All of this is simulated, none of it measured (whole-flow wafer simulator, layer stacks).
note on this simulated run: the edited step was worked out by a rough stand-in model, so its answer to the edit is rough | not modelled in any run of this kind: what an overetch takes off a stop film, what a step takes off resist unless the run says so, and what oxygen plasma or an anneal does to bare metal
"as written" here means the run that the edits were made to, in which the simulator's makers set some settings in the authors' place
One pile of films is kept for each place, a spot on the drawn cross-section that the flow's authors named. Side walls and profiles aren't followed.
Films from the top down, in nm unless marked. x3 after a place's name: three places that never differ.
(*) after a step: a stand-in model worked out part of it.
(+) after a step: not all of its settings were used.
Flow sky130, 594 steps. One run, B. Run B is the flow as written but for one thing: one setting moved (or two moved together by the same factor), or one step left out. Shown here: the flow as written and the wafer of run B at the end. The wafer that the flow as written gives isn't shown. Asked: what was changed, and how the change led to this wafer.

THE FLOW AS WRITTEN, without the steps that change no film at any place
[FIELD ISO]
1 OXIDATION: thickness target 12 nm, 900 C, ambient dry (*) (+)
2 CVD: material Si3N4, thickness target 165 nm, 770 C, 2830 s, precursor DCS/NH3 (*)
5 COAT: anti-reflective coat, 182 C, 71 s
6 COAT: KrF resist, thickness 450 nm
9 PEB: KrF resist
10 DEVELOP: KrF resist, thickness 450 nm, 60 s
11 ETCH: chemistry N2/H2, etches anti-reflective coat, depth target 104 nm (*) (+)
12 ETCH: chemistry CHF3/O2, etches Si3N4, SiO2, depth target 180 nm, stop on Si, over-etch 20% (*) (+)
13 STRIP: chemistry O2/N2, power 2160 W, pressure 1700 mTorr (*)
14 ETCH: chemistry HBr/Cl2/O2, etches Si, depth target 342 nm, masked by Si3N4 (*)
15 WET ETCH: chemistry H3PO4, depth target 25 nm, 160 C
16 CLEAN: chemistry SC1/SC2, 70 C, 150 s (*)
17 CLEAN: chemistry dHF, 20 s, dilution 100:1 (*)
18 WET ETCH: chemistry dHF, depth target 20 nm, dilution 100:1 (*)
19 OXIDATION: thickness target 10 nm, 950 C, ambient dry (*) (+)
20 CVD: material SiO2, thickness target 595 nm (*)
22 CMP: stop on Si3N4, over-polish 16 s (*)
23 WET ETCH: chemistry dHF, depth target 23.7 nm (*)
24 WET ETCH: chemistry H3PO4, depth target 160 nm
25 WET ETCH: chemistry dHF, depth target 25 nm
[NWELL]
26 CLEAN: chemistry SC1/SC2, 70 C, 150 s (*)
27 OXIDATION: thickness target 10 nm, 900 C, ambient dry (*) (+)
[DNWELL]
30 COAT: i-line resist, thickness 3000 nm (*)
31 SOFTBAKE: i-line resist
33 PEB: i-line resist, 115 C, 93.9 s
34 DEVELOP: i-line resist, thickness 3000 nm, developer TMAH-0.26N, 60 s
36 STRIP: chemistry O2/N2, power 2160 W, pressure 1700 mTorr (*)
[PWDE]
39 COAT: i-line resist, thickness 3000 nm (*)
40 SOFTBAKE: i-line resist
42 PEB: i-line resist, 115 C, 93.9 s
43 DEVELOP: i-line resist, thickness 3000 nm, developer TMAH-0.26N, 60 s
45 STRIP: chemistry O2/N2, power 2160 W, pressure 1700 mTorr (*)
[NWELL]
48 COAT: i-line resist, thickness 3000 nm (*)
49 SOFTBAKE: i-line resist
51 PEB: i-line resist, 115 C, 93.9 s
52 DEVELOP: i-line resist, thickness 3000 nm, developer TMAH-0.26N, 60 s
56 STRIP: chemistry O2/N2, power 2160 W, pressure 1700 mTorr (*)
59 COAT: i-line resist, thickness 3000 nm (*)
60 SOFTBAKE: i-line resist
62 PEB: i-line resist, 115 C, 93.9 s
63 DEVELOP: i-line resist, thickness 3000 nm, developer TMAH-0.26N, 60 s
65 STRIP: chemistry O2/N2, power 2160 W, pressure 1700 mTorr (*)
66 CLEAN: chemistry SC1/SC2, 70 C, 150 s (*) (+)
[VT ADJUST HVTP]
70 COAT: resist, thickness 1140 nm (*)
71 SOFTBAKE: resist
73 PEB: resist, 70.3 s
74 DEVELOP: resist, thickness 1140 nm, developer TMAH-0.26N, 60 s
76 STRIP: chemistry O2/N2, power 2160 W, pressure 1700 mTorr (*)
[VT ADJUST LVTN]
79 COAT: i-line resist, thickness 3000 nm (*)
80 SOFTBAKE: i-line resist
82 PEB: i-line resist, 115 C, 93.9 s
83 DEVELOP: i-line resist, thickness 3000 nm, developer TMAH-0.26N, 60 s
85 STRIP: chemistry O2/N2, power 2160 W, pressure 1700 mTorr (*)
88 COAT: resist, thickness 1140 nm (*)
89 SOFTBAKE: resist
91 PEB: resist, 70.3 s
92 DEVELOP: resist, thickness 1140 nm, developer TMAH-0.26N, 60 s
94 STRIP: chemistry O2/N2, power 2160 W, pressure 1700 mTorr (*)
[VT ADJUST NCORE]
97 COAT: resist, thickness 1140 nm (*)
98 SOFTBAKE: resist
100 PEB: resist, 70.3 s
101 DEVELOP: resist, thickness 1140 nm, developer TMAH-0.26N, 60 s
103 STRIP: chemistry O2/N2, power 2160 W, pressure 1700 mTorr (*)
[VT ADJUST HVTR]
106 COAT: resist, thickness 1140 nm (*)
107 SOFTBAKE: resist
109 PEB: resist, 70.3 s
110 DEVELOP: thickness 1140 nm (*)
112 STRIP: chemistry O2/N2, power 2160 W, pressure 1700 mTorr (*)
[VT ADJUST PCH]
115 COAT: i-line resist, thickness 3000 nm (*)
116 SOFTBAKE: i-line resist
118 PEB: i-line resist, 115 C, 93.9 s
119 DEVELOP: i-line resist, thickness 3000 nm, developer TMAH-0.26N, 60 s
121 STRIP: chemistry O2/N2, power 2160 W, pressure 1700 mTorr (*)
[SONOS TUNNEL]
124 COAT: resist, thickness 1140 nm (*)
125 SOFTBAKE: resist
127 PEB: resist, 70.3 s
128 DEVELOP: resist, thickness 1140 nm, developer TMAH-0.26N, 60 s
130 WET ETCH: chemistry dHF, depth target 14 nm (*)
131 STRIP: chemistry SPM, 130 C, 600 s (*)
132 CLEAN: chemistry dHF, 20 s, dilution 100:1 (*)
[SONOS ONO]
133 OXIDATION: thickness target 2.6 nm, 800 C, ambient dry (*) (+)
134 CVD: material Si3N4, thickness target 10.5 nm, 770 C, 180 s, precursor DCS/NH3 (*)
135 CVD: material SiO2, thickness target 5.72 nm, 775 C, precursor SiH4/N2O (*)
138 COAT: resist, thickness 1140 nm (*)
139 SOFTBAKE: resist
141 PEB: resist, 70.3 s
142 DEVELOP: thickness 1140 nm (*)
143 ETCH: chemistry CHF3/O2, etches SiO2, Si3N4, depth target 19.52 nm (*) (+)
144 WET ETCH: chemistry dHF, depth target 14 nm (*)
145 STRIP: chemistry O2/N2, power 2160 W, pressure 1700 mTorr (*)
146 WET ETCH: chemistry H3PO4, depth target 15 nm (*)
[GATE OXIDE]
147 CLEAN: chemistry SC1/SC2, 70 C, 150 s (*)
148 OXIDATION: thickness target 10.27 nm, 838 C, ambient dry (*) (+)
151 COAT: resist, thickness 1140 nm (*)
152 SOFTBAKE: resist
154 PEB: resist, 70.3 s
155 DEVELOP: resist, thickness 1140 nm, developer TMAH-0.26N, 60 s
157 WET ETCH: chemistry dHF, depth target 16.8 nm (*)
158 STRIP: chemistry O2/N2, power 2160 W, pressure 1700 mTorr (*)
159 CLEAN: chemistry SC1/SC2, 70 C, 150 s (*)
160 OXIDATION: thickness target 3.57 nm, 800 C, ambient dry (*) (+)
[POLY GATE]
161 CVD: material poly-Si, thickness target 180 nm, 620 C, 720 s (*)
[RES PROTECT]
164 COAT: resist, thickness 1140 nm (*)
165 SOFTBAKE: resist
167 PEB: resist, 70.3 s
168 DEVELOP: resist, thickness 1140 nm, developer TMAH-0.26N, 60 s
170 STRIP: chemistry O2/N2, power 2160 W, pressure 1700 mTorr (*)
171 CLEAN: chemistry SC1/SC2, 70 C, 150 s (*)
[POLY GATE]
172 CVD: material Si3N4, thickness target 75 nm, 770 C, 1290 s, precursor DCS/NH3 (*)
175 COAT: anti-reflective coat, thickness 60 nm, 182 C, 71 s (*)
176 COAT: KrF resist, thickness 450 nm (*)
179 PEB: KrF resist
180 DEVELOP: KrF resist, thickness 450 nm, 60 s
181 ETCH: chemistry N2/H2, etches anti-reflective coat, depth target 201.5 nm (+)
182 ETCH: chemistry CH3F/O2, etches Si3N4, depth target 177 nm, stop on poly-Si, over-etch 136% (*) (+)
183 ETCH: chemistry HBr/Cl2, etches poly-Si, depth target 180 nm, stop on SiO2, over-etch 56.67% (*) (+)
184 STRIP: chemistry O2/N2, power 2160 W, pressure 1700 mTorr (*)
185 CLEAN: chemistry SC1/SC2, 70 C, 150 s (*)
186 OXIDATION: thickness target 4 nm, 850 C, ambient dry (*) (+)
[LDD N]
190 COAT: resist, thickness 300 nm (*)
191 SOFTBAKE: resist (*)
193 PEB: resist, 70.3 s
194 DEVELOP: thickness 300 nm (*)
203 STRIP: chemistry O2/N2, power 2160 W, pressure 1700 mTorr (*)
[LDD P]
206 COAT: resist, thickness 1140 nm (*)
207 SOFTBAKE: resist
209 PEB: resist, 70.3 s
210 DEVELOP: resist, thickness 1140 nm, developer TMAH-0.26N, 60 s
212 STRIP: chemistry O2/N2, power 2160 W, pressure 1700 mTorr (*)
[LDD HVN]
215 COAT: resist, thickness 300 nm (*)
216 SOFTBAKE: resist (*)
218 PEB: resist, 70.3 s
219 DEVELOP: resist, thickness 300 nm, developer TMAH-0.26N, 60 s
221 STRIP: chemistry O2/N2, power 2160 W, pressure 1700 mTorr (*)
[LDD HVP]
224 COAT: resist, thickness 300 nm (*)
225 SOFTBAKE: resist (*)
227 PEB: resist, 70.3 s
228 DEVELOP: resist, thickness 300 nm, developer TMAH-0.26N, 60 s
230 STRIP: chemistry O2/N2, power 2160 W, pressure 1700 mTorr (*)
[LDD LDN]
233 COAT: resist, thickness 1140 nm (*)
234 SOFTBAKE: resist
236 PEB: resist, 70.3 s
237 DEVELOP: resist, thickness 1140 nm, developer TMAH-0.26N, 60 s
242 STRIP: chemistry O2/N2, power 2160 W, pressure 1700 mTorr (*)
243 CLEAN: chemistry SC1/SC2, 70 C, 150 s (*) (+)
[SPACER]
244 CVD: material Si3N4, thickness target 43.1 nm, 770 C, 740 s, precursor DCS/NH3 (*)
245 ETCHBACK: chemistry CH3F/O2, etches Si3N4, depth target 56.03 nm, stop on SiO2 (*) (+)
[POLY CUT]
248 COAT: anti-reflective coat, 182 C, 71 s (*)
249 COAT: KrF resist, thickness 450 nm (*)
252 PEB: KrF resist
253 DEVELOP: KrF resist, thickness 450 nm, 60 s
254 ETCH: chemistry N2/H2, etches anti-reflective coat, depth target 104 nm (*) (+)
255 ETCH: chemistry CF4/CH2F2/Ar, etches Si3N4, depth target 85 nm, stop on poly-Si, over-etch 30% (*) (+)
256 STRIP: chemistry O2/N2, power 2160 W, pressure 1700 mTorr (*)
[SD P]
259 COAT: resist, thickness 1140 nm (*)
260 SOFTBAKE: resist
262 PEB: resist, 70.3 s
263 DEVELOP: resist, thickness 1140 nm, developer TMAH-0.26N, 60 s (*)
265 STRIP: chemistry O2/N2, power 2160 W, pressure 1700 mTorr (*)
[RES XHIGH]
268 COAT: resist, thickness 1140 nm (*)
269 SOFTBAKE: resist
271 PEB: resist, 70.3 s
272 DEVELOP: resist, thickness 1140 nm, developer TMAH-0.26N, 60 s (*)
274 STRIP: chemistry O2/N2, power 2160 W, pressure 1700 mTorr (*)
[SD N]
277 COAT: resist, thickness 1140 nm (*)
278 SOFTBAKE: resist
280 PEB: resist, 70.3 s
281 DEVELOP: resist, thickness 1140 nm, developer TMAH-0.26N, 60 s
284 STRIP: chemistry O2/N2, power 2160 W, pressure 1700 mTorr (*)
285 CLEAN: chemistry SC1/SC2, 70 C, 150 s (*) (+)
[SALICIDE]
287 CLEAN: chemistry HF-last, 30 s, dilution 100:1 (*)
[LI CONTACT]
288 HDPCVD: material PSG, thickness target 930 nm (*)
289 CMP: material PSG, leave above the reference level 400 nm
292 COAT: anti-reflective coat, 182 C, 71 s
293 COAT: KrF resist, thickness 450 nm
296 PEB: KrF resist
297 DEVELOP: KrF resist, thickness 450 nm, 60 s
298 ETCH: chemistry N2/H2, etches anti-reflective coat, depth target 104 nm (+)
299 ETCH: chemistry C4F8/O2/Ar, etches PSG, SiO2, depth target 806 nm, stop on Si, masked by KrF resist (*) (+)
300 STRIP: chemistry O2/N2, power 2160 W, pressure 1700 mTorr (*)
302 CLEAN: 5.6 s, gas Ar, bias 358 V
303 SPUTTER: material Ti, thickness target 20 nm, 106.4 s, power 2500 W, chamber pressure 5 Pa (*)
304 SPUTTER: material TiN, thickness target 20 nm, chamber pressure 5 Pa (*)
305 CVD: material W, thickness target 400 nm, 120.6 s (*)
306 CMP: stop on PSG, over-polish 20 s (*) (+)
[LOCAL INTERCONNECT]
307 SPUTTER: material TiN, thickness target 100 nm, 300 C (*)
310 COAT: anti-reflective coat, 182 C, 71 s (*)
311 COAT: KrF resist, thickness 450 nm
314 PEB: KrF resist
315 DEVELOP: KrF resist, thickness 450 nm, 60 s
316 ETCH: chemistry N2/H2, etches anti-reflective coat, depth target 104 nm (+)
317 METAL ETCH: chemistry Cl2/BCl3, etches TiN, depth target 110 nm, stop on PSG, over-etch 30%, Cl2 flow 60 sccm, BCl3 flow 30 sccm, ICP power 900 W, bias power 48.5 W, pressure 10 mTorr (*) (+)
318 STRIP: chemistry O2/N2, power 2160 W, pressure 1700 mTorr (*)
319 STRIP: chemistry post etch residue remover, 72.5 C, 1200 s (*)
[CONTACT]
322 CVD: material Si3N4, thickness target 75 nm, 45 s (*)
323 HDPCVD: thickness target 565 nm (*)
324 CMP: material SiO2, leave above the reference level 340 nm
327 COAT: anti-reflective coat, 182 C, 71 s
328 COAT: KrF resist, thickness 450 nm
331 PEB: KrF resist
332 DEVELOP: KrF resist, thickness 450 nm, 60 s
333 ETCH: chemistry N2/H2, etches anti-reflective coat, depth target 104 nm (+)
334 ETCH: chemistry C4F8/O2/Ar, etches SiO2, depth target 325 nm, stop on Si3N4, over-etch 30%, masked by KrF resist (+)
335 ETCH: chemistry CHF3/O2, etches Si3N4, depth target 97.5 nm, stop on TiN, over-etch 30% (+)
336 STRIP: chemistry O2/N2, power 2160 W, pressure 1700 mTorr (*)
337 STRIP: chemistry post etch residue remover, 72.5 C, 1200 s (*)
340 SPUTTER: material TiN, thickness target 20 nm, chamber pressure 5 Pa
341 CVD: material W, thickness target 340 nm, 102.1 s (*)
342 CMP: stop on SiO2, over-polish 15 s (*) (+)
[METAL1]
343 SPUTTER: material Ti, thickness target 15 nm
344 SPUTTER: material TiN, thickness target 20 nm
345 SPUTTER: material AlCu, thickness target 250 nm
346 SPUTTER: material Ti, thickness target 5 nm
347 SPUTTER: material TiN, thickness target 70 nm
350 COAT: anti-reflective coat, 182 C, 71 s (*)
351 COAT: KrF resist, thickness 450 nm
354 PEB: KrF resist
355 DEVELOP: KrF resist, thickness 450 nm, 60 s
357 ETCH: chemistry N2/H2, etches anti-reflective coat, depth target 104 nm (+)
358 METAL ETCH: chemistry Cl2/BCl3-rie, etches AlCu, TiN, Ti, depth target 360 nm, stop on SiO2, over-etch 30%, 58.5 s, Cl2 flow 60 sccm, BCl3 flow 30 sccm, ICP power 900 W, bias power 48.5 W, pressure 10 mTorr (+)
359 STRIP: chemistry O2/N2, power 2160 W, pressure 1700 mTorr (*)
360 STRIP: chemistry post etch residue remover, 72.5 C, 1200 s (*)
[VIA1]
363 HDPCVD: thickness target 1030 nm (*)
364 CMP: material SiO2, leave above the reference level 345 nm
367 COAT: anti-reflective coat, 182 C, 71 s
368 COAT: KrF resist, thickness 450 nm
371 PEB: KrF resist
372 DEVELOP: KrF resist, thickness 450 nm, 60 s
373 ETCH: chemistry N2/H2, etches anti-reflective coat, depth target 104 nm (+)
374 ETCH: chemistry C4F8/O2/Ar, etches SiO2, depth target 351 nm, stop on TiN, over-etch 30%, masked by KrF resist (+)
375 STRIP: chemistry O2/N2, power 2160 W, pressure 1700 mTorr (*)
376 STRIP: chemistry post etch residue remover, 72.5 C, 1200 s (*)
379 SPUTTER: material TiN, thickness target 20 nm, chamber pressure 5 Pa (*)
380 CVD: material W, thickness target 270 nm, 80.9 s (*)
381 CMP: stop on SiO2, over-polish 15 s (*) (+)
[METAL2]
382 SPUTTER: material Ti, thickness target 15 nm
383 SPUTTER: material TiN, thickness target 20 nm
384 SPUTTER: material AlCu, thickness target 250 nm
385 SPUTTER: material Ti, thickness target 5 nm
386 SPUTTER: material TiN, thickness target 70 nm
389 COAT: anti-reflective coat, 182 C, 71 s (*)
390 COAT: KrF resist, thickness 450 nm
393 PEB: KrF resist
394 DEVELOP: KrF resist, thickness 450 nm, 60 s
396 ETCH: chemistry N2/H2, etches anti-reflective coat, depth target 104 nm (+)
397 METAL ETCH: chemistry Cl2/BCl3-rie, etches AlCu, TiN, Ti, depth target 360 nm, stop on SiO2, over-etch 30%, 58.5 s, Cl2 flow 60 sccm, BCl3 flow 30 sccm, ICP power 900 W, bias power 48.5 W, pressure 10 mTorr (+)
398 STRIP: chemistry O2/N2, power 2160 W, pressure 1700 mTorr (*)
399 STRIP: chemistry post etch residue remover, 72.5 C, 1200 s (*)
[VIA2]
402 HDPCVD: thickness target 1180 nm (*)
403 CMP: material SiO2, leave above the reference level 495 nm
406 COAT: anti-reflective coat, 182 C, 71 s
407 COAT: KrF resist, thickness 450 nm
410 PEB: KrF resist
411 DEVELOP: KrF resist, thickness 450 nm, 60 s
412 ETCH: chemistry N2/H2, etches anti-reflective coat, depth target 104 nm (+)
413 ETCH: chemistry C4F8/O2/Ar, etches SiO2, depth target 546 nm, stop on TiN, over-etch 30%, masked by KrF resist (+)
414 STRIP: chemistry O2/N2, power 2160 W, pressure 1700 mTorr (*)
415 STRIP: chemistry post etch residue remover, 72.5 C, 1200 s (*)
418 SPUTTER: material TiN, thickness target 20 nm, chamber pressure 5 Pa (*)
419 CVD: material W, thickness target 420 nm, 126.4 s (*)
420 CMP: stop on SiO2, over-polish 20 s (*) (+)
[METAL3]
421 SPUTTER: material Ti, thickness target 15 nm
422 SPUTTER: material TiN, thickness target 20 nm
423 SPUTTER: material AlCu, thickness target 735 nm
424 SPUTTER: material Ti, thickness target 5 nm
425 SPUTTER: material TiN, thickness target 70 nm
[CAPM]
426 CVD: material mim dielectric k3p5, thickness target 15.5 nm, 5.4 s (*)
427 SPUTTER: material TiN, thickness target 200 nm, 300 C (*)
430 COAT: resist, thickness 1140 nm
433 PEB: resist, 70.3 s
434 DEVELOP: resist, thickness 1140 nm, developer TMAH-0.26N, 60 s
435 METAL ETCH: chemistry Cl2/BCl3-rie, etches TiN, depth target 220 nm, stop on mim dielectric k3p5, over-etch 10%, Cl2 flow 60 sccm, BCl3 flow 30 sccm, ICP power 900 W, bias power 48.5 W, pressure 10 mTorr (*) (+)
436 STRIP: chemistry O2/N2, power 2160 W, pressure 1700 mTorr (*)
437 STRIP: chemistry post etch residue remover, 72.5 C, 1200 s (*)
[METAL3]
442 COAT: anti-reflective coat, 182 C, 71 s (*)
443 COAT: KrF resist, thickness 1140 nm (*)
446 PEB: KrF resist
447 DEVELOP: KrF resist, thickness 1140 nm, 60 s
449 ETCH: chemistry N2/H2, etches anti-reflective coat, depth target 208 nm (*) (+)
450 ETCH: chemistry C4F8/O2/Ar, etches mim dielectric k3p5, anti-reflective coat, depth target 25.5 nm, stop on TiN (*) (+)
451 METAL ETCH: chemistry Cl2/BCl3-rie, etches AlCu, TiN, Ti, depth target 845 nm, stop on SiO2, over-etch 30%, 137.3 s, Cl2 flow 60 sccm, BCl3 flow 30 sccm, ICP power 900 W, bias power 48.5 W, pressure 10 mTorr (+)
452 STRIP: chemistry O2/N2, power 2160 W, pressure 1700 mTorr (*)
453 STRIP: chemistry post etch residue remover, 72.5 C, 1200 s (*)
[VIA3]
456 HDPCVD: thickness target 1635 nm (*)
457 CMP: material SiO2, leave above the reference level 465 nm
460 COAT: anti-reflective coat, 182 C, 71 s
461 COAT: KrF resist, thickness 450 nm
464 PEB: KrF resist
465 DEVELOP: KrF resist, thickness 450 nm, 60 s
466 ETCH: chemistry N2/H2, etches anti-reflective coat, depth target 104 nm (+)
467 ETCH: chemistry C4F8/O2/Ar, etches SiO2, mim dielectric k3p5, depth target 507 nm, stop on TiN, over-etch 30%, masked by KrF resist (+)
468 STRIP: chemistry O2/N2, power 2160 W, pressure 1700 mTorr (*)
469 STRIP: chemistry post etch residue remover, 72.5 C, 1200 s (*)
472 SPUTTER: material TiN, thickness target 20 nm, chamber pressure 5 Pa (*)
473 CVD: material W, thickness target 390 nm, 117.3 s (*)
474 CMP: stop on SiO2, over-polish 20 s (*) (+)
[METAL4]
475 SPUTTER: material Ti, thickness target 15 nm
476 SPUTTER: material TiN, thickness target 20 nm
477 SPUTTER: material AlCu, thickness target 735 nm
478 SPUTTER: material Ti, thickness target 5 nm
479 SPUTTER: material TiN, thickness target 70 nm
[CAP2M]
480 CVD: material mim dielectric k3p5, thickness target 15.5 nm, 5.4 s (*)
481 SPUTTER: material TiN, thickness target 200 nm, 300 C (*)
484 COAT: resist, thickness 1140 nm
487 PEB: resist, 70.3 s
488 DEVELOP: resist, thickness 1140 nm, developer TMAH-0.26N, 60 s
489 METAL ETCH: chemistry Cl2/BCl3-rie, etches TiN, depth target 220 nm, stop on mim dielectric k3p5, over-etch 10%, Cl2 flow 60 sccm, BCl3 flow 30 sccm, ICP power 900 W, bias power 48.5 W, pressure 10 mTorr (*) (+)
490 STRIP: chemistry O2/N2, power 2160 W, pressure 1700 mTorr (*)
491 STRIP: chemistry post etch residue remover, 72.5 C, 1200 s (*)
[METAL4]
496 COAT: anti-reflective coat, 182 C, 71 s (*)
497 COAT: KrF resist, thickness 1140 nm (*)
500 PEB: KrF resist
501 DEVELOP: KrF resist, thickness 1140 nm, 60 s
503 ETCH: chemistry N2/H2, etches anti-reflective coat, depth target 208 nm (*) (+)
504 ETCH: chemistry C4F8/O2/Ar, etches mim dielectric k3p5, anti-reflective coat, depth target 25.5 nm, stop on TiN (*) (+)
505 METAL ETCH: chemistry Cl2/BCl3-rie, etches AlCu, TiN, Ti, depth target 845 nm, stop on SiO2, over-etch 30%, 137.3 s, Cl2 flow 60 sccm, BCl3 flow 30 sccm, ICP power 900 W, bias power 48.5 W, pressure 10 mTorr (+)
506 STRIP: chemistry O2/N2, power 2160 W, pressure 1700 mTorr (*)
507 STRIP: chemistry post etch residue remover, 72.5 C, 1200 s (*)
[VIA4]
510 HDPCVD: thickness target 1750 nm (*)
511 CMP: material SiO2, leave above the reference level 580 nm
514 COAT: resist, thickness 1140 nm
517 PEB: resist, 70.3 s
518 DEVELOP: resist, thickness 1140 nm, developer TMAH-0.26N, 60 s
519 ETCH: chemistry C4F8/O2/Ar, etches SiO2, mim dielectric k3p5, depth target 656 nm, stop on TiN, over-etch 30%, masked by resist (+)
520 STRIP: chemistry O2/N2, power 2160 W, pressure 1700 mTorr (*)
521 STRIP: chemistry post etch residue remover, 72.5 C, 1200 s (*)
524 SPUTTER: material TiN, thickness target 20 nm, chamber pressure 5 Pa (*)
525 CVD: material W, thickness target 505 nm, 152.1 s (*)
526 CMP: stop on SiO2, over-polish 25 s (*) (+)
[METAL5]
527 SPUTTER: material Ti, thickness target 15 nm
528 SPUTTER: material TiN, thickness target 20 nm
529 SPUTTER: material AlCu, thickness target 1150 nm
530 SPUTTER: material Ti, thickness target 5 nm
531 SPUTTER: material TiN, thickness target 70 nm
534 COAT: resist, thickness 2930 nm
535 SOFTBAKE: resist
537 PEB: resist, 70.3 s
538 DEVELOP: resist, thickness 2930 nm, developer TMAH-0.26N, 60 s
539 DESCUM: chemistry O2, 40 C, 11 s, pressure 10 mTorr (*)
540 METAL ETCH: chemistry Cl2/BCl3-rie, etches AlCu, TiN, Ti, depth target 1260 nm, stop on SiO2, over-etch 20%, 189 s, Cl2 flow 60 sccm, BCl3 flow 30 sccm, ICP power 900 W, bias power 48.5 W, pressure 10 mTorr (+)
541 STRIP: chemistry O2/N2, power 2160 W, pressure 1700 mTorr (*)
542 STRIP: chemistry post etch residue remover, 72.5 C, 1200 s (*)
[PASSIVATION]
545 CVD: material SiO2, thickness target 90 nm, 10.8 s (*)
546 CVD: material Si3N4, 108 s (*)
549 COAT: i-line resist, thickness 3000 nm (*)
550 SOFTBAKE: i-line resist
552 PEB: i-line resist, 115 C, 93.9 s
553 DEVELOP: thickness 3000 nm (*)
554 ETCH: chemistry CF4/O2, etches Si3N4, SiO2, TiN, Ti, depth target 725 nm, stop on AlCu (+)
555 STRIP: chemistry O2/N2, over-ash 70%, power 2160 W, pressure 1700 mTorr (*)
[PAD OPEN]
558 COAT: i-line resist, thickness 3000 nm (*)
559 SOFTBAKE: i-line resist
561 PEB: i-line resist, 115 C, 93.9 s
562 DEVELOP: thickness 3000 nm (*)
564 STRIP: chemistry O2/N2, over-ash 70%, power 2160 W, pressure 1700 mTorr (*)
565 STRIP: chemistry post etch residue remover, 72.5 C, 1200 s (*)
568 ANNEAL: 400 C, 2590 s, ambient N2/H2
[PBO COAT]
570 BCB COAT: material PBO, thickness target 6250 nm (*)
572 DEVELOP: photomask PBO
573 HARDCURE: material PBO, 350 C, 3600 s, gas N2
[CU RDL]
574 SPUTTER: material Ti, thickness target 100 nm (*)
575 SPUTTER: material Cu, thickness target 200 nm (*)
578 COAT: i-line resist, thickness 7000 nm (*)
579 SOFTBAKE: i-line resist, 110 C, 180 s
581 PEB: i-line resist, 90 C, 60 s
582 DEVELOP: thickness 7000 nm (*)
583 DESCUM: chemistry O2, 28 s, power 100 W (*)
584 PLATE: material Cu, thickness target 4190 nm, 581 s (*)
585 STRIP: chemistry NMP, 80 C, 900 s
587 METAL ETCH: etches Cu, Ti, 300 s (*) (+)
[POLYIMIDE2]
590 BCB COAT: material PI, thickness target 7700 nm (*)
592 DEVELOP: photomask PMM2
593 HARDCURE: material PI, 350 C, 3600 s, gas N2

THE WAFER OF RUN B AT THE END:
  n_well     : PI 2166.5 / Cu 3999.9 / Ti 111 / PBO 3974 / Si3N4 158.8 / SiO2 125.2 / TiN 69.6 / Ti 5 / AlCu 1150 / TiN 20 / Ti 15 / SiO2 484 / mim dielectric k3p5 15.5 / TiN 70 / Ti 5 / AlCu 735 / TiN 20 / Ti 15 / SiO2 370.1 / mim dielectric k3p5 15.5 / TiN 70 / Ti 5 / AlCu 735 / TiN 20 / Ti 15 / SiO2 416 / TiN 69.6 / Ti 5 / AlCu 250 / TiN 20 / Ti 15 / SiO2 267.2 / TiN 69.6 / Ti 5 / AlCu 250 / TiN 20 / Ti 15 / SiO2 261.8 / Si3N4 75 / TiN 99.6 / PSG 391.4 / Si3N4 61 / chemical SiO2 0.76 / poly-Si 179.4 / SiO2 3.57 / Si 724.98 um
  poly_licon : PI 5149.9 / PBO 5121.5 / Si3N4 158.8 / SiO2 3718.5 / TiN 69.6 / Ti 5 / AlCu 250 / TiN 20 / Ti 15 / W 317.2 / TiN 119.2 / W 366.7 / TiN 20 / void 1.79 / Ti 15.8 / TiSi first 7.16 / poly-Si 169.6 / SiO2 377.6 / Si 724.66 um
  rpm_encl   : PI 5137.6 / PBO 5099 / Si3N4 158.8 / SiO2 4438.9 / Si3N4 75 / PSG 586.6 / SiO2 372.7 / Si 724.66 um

The cause: step 574, SPUTTER: thickness target 111 nm was run, where the flow has thickness target 100 nm.
It can be read off the wafer: n_well has Ti 111, and step 574 as written asks for 100 nm.

How the change led to this, step by step:
  574 SPUTTER: material Ti, thickness target 100 nm (*)
      field, active, n_well and 190 more: Ti +111 (new film) (as written it would be: Ti +100 (new film))
  587 METAL ETCH: etches Cu, Ti, 300 s (*) (+)
      field, active, gate and 167 more: Cu -200 (all of it), Ti -111 (all of it) (as written it would be: Cu -200 (all of it), Ti -100 (all of it))
  590 BCB COAT: material PI, thickness target 7700 nm (*)
      de16_gate_nw: PI +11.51 um (new film) (as written it would be: PI +11.5 um (new film))
